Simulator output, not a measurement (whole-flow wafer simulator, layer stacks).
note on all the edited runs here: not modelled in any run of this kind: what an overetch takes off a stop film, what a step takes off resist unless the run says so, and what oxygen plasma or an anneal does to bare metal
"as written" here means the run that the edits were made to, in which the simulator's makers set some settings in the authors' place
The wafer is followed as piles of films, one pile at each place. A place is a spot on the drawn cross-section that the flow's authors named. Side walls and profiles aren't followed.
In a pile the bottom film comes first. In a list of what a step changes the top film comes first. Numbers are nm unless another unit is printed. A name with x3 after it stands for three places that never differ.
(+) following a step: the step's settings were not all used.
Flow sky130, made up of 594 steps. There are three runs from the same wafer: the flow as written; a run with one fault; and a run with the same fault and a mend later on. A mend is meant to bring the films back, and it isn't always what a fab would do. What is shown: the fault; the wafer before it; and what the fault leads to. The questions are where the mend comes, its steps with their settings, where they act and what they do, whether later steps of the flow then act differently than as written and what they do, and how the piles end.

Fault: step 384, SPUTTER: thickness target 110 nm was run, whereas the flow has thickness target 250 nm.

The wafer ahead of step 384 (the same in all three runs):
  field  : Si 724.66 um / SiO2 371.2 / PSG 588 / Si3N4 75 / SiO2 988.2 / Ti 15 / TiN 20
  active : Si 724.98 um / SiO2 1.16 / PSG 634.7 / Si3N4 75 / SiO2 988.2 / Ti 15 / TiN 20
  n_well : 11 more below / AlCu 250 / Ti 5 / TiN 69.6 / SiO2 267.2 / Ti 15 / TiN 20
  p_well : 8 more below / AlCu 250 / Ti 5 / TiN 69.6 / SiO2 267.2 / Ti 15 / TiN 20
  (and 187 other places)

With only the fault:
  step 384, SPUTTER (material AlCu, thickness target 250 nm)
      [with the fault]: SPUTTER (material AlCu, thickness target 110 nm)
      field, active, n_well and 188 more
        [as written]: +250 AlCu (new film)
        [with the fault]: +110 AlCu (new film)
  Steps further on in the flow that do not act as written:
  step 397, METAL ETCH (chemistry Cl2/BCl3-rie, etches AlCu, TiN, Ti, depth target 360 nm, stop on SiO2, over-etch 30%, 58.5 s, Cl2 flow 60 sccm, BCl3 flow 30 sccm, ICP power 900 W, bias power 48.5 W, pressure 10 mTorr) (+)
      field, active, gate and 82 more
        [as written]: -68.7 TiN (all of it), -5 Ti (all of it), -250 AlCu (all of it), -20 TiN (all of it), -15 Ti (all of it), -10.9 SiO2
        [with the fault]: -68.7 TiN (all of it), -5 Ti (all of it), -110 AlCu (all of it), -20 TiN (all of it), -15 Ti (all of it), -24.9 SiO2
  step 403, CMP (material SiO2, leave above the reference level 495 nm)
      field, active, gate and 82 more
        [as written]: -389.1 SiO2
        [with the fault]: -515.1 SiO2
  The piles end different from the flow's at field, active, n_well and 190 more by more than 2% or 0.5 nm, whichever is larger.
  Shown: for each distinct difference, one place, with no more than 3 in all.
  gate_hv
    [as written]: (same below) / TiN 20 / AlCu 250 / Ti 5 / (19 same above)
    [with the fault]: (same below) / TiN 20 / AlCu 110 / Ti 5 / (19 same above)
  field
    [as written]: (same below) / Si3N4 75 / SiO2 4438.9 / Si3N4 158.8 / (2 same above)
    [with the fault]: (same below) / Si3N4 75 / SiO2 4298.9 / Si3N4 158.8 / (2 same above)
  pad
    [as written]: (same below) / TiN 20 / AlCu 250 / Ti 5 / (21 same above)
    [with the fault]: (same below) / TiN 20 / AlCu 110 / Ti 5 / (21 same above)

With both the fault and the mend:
  After step 384 comes the mend.
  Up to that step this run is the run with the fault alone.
  step 384a, SPUTTER (material AlCu, thickness target 140 nm) (a further turn of the flow's step 384, with different settings)
      field, active, n_well and 188 more
        +140 AlCu
  None of the later steps of the flow acts differently than as written at any place that is followed.
  The piles end the same as the flow's at every place that both follow.
